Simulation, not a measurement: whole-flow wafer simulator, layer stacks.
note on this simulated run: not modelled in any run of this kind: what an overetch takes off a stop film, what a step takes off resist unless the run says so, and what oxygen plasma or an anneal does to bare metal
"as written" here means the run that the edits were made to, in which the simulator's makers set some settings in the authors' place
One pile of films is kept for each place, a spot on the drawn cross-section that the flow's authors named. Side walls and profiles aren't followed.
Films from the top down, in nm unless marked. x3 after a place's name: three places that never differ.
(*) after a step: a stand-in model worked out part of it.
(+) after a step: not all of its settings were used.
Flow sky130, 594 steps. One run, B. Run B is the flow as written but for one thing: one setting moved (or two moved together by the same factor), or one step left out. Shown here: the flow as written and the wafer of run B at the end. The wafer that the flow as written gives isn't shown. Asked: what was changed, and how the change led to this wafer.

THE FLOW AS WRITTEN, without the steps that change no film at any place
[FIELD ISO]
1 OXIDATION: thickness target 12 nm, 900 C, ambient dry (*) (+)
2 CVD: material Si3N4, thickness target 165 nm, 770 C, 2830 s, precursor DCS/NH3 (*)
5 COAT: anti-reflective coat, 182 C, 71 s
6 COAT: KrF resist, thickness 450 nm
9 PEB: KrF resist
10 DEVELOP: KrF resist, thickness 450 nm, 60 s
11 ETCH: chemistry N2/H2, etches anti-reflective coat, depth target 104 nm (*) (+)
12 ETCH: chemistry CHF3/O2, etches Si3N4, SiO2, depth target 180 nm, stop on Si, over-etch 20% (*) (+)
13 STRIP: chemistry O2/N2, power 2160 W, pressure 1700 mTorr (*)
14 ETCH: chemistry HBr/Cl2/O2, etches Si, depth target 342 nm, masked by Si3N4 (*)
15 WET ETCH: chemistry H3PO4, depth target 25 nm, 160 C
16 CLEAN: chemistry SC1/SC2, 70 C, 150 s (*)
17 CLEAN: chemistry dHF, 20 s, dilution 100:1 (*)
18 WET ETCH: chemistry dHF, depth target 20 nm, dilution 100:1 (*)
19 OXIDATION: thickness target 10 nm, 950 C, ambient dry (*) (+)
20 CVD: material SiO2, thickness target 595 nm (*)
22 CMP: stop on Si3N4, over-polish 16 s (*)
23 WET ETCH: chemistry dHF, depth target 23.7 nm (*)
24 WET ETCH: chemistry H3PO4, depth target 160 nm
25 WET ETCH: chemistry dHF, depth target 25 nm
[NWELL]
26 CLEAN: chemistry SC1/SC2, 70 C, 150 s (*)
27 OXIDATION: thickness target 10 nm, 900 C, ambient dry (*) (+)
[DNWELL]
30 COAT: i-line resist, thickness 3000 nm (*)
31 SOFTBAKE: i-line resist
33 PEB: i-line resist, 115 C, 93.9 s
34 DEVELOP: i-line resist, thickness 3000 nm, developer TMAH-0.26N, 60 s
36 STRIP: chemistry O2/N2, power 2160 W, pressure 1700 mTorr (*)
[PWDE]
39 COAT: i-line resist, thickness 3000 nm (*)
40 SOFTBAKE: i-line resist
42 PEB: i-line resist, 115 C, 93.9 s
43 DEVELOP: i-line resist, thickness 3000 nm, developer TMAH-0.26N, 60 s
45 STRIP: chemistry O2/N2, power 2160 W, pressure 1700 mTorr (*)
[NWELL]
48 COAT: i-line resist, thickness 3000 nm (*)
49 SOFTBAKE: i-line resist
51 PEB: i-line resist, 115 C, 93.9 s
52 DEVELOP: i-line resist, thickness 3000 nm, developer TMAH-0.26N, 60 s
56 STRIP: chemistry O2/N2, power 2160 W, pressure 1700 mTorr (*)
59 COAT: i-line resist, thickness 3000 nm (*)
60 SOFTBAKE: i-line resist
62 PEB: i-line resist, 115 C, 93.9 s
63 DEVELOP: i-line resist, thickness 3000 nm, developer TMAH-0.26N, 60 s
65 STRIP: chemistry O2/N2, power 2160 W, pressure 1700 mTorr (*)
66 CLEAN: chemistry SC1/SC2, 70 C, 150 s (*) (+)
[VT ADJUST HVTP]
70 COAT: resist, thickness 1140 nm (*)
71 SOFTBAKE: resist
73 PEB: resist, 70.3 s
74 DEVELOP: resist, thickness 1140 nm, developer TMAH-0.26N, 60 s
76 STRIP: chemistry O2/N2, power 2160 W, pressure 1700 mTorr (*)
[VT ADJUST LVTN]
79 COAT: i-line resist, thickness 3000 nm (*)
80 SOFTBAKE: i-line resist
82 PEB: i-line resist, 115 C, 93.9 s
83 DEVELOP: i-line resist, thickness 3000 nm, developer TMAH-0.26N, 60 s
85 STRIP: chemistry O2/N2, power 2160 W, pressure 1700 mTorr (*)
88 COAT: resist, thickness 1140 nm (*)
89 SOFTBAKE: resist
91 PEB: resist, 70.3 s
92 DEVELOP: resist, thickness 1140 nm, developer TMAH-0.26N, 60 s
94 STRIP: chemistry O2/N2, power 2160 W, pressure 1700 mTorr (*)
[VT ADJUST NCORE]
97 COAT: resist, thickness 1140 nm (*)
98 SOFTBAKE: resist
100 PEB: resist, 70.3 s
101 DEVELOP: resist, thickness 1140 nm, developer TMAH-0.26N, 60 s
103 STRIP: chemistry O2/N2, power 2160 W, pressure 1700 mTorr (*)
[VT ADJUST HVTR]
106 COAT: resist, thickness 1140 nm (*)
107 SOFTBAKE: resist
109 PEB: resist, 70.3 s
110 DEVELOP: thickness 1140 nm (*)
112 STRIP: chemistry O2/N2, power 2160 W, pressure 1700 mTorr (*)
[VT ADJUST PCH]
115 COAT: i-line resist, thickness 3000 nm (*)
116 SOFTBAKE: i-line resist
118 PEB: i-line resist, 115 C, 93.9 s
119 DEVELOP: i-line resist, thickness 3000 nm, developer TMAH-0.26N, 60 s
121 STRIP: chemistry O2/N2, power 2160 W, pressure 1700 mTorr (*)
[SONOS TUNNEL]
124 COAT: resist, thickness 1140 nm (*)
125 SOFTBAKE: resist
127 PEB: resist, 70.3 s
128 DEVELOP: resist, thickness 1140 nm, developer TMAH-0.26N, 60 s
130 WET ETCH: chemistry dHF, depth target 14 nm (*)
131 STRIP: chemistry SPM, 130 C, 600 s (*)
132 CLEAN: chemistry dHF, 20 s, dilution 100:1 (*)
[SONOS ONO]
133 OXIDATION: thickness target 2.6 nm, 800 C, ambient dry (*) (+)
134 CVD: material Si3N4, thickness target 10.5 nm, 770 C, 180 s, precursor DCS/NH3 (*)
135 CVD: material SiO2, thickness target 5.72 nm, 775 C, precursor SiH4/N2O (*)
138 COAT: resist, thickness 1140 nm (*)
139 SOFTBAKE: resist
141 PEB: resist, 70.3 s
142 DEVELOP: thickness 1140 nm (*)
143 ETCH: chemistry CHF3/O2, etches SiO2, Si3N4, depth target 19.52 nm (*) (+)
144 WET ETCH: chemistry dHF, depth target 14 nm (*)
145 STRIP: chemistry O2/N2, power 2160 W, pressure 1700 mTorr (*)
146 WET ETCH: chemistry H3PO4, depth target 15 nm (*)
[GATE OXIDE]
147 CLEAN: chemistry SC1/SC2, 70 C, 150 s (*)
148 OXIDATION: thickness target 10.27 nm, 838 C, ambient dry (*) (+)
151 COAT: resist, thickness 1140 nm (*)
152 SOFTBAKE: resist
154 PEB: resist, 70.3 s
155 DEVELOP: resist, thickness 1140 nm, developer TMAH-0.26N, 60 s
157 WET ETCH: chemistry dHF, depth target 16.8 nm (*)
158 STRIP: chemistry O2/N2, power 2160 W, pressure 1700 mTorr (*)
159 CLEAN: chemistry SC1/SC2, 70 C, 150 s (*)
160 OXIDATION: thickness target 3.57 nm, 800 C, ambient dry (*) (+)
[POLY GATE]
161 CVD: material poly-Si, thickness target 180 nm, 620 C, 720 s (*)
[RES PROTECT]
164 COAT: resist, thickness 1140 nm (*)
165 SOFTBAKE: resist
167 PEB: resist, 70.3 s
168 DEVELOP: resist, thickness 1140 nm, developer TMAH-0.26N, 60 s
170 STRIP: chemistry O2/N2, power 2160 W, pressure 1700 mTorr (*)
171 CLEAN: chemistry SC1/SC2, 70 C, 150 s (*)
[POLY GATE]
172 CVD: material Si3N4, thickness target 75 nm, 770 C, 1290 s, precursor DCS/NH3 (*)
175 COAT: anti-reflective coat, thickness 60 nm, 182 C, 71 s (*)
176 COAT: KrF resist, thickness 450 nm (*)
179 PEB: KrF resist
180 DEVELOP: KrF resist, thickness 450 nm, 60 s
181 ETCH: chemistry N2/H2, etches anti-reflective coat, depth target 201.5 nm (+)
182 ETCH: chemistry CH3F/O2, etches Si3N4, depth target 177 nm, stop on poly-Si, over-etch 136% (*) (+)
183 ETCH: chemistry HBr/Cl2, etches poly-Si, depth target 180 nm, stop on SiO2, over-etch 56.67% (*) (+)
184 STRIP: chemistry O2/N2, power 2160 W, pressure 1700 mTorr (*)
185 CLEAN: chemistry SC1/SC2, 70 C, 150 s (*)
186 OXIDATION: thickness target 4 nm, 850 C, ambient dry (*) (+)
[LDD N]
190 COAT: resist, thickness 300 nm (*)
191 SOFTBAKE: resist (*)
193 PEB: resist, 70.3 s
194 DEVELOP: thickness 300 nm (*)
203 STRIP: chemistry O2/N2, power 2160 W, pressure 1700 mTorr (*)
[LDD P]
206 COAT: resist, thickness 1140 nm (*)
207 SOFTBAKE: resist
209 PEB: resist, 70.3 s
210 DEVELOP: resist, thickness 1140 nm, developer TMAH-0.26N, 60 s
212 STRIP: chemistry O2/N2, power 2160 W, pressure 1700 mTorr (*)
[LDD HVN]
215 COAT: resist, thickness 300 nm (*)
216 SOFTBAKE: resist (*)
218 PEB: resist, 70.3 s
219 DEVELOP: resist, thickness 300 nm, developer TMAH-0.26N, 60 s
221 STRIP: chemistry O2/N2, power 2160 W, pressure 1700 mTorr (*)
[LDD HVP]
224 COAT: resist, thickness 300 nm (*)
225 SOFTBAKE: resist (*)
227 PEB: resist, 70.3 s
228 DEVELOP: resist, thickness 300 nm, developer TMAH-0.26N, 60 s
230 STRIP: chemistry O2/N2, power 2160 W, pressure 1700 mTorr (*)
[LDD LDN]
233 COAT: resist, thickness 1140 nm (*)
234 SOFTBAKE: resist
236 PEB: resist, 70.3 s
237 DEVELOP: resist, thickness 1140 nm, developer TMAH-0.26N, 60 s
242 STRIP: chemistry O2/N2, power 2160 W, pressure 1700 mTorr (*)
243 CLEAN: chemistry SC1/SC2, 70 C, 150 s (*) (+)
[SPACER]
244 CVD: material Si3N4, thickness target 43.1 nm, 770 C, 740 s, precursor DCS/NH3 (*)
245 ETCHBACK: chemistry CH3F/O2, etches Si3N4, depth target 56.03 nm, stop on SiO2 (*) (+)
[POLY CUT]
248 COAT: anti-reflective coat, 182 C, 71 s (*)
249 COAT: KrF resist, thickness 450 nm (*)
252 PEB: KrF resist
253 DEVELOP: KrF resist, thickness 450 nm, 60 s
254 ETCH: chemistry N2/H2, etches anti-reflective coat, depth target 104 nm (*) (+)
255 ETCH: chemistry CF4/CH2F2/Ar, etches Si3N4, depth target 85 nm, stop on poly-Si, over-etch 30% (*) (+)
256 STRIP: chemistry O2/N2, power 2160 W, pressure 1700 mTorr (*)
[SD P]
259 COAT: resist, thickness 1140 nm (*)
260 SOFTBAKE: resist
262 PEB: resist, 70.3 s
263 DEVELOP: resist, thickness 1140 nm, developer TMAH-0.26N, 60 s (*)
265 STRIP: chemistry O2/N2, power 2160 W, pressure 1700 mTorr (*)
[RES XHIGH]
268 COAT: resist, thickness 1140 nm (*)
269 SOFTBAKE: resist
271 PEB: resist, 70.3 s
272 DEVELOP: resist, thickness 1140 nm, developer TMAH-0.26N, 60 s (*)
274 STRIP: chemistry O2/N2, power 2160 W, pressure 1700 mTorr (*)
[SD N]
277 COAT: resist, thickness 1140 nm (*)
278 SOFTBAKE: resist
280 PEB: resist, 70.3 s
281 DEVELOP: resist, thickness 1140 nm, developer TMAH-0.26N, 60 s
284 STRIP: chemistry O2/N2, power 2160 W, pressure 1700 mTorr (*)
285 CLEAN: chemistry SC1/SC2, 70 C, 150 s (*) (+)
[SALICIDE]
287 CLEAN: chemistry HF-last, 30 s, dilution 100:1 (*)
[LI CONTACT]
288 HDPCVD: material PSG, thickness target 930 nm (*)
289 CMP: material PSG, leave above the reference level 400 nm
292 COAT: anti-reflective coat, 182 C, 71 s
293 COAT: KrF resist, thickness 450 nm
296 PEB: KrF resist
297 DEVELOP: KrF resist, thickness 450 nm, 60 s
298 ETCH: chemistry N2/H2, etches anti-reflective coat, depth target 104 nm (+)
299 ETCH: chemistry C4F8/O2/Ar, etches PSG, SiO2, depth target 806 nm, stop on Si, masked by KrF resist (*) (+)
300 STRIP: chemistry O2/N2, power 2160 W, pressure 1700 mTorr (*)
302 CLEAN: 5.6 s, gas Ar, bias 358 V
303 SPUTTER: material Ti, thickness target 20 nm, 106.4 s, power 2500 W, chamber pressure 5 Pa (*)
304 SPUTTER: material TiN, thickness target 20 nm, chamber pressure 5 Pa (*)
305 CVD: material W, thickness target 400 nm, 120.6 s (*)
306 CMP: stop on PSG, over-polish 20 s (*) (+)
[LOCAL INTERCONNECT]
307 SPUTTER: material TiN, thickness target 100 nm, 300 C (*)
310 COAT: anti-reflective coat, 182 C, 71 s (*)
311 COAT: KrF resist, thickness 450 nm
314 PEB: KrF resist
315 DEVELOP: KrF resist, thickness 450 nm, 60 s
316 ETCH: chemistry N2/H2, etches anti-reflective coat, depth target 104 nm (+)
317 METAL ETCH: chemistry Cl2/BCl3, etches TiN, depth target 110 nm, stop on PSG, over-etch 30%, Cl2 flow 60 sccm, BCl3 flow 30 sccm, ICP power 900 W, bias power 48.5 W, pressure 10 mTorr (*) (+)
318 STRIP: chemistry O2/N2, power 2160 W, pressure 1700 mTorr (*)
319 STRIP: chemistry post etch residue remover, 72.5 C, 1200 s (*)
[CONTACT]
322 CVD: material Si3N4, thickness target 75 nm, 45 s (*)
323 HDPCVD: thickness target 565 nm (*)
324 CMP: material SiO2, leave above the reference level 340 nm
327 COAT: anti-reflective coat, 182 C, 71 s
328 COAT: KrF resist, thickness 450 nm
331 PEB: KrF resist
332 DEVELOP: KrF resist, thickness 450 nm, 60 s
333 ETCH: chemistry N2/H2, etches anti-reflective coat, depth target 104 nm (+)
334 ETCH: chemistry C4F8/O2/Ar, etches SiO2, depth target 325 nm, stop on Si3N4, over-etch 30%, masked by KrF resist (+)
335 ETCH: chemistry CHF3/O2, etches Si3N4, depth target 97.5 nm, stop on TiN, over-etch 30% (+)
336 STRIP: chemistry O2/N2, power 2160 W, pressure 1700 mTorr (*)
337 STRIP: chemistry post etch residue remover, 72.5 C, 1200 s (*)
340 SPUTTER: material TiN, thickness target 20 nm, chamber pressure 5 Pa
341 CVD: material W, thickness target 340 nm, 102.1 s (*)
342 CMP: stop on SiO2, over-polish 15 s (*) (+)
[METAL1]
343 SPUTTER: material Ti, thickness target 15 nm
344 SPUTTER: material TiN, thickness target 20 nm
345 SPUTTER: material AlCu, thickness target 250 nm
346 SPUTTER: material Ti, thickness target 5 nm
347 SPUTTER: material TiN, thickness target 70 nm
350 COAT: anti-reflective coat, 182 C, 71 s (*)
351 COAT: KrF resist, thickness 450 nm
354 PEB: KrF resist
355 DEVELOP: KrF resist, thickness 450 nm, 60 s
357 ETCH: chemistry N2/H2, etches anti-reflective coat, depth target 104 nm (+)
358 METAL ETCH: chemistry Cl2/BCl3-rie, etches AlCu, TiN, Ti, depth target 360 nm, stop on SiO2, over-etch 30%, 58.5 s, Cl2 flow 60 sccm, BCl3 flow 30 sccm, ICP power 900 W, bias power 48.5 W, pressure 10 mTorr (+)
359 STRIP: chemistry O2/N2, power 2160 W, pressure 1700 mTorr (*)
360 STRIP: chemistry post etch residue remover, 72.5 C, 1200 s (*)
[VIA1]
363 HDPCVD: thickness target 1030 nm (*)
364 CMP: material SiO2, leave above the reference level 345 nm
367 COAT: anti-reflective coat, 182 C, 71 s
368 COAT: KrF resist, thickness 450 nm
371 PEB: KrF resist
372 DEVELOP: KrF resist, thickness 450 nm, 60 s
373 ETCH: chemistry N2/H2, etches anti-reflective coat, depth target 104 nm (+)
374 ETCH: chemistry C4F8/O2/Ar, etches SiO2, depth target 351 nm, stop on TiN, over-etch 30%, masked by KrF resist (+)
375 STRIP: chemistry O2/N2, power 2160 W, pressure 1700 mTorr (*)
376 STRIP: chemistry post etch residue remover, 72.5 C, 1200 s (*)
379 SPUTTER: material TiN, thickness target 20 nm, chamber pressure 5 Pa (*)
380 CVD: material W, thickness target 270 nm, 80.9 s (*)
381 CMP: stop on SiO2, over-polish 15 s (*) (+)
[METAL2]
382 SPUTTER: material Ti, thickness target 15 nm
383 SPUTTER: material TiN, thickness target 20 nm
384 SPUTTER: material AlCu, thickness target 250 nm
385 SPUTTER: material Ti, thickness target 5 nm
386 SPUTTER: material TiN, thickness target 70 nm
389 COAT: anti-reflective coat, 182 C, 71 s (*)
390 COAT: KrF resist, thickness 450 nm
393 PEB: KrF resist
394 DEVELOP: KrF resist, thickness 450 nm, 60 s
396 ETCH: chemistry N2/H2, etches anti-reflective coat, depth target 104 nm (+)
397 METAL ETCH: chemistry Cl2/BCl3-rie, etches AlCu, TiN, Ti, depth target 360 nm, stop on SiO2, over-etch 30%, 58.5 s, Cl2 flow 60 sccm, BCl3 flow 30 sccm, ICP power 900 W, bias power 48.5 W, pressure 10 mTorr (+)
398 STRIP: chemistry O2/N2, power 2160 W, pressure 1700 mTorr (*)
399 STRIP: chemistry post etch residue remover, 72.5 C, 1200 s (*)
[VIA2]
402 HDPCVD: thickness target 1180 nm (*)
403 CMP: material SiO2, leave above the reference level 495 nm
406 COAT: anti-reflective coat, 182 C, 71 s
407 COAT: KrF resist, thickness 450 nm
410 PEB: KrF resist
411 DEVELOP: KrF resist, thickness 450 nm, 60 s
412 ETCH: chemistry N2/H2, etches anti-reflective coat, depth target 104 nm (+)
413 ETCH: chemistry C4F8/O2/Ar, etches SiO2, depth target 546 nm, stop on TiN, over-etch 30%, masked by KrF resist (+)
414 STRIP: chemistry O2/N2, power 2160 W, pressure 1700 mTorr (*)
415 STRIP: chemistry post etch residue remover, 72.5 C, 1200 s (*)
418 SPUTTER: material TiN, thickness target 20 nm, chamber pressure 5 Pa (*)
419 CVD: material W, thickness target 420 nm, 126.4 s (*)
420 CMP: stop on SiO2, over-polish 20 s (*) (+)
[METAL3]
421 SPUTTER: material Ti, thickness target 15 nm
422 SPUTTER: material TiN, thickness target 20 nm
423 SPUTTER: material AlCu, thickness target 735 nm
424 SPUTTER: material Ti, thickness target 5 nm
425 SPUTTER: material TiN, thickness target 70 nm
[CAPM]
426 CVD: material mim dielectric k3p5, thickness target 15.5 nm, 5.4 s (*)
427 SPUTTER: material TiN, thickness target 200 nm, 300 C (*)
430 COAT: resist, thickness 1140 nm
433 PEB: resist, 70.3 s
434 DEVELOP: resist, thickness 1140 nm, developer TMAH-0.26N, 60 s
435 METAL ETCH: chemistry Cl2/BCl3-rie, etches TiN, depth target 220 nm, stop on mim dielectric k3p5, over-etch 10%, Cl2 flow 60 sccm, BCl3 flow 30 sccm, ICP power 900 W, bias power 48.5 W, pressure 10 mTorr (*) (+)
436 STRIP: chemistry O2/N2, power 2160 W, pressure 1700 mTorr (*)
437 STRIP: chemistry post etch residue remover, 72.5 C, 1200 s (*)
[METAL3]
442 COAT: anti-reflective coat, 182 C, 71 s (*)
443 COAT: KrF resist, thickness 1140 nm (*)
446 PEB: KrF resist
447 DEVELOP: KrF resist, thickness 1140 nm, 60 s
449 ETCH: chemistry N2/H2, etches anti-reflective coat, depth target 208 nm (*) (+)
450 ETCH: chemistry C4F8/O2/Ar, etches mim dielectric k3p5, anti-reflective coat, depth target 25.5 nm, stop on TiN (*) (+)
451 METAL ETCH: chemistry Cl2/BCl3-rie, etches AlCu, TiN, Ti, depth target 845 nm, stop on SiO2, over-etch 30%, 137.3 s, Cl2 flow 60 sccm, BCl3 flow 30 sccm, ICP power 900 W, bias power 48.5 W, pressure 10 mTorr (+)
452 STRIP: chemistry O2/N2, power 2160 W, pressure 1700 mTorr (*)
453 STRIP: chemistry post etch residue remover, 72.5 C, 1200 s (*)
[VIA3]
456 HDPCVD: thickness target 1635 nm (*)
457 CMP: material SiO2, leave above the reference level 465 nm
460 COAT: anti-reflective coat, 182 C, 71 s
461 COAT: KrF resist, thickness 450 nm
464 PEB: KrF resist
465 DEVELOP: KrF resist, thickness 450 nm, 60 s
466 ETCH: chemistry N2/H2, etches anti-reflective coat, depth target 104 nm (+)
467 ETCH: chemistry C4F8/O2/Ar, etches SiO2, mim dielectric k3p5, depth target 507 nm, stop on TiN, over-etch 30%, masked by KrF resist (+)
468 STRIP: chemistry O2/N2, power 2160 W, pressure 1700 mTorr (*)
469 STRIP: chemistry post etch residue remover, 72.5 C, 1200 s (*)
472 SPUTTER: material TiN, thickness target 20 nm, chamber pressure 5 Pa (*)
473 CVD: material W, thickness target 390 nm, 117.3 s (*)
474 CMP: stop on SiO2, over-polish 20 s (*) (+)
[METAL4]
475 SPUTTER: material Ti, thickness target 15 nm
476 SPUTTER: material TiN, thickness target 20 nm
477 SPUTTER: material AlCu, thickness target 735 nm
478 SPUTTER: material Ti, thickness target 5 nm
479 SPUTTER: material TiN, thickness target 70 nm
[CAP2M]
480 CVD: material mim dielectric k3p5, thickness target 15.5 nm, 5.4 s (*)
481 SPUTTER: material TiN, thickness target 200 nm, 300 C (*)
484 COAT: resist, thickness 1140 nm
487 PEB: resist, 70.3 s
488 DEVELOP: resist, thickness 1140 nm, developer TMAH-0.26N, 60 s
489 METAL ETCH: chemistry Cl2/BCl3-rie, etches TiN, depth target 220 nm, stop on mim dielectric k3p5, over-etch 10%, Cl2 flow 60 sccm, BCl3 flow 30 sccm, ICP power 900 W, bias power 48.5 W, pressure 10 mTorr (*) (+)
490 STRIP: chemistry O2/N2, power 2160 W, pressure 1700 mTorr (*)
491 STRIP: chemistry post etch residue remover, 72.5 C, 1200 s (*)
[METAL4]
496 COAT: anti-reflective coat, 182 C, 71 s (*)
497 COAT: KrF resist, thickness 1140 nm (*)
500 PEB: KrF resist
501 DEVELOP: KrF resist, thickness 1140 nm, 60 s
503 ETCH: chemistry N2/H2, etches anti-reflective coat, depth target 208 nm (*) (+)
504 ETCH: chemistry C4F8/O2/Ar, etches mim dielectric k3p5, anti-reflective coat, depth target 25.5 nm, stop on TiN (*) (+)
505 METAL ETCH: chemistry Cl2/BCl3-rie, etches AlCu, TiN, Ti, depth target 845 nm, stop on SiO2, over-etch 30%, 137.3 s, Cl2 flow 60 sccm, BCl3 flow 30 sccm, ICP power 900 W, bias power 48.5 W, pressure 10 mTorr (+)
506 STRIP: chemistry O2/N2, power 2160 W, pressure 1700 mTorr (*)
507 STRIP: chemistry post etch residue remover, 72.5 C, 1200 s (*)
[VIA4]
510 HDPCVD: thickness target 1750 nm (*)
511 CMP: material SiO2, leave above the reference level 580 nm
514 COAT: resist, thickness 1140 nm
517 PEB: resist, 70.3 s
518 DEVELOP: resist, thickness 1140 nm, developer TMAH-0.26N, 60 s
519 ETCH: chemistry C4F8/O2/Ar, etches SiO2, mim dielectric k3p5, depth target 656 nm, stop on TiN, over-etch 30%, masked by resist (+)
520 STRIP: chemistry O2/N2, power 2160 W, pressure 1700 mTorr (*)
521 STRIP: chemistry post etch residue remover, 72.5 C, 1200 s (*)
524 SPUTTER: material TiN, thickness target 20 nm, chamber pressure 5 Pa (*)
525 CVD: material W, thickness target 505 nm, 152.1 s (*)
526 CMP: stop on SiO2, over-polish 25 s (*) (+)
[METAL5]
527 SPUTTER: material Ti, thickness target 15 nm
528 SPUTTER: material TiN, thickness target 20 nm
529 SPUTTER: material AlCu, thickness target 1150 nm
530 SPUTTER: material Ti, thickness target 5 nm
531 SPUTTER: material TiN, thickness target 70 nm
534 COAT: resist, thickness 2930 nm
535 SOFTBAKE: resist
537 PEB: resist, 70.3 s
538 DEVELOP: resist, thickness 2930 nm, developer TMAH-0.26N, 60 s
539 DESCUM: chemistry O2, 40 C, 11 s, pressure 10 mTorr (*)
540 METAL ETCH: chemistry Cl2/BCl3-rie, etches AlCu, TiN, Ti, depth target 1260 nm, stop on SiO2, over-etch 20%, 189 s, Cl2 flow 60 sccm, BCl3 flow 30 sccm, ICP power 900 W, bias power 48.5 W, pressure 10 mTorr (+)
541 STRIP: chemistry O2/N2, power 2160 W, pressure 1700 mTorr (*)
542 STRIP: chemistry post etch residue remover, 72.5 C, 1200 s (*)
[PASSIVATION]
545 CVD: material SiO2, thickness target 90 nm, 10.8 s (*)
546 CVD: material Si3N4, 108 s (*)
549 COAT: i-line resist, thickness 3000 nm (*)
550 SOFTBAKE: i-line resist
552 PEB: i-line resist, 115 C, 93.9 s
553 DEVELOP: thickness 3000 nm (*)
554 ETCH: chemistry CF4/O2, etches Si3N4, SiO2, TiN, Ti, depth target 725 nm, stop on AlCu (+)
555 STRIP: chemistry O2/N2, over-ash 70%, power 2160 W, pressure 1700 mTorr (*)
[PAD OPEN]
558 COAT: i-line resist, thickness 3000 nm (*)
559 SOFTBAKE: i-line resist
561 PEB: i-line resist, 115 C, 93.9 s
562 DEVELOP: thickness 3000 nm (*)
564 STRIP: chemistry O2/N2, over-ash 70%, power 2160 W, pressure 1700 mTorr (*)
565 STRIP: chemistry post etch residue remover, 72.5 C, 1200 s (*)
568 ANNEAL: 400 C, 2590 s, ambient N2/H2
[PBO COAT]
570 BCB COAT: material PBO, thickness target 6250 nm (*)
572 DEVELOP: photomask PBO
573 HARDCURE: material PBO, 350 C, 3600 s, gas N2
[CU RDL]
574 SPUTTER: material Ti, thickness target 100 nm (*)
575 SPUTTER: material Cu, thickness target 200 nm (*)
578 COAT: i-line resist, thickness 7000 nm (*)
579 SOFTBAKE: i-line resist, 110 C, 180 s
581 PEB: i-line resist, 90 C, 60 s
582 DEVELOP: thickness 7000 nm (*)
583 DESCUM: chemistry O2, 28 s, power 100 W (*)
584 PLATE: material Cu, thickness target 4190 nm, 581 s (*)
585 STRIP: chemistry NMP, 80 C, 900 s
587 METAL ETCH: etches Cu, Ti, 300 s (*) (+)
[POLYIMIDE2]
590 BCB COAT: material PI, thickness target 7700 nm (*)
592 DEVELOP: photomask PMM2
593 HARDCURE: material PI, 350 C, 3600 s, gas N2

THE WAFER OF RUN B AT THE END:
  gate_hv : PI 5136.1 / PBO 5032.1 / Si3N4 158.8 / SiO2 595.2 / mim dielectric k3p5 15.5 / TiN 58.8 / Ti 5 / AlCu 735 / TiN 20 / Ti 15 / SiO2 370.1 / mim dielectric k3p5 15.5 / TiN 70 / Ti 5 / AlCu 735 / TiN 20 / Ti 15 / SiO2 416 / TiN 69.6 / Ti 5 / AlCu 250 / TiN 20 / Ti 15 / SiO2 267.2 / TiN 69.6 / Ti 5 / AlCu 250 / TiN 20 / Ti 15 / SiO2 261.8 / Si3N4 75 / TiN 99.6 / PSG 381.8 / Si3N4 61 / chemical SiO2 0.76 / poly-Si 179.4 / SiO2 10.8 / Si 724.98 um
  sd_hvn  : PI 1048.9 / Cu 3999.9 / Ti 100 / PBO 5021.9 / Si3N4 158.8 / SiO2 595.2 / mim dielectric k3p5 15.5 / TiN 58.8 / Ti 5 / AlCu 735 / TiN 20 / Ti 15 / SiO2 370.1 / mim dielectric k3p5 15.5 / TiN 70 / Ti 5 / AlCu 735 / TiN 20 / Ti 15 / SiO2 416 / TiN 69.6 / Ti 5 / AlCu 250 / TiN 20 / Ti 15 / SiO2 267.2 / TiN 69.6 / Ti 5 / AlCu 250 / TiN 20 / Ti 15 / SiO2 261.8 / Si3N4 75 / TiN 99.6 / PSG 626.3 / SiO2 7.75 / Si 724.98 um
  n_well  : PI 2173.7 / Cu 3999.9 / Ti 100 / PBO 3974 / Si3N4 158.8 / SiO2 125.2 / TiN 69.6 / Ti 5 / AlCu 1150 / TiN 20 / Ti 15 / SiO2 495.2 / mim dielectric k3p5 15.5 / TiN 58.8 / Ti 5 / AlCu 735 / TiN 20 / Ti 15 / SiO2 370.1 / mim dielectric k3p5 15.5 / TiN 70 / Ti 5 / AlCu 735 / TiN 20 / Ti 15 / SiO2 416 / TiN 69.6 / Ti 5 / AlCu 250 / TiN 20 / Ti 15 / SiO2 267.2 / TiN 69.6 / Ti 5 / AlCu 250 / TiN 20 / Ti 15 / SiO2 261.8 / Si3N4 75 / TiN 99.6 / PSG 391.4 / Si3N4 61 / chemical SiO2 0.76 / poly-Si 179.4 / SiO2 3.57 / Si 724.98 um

The cause: step 479, SPUTTER: thickness target 58.8 nm was run, where the flow has thickness target 70 nm.
It can be read off the wafer: gate_hv has TiN 58.8, and step 479 as written asks for 70 nm.

How the change led to this, step by step:
  479 SPUTTER: material TiN, thickness target 70 nm
      field, active, n_well and 189 more: TiN +58.8 (new film) (as written it would be: TiN +70 (new film))
  505 METAL ETCH: chemistry Cl2/BCl3-rie, etches AlCu, TiN, Ti, depth target 845 nm, stop on SiO2, over-etch 30%, 137.3 s, Cl2 flow 60 sccm, BCl3 flow 30 sccm, ICP power 900 W, bias power 48.5 W, pressure 10 mTorr (+)
      field, gate, spacer and 68 more: TiN -58.8 (all of it), Ti -5 (all of it), AlCu -735 (all of it), TiN -20 (all of it), Ti -15 (all of it), SiO2 -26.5 (as written it would be: TiN -70 (all of it), Ti -5 (all of it), AlCu -735 (all of it), TiN -20 (all of it), Ti -15 (all of it), SiO2 -25.4)
      active, vpp_iso1, mim_edge_plate and 14 more: TiN -58.8 (all of it), Ti -5 (all of it), AlCu -735 (all of it), TiN -20 (all of it), Ti -15 (all of it), SiO2 -26.5 (as written it would be: TiN -70 (all of it), Ti -5 (all of it), AlCu -735 (all of it), TiN -20 (all of it), Ti -15 (all of it), SiO2 -25.3)
  519 ETCH: chemistry C4F8/O2/Ar, etches SiO2, mim dielectric k3p5, depth target 656 nm, stop on TiN, over-etch 30%, masked by resist (+)
      m1: SiO2 -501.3 (all of it), mim dielectric k3p5 -15.5 (all of it) (as written it would be: SiO2 -490.1 (all of it), mim dielectric k3p5 -15.5 (all of it))
      via4_hole: SiO2 -500.7 (all of it), mim dielectric k3p5 -15.5 (all of it) (as written it would be: SiO2 -489.5 (all of it), mim dielectric k3p5 -15.5 (all of it))
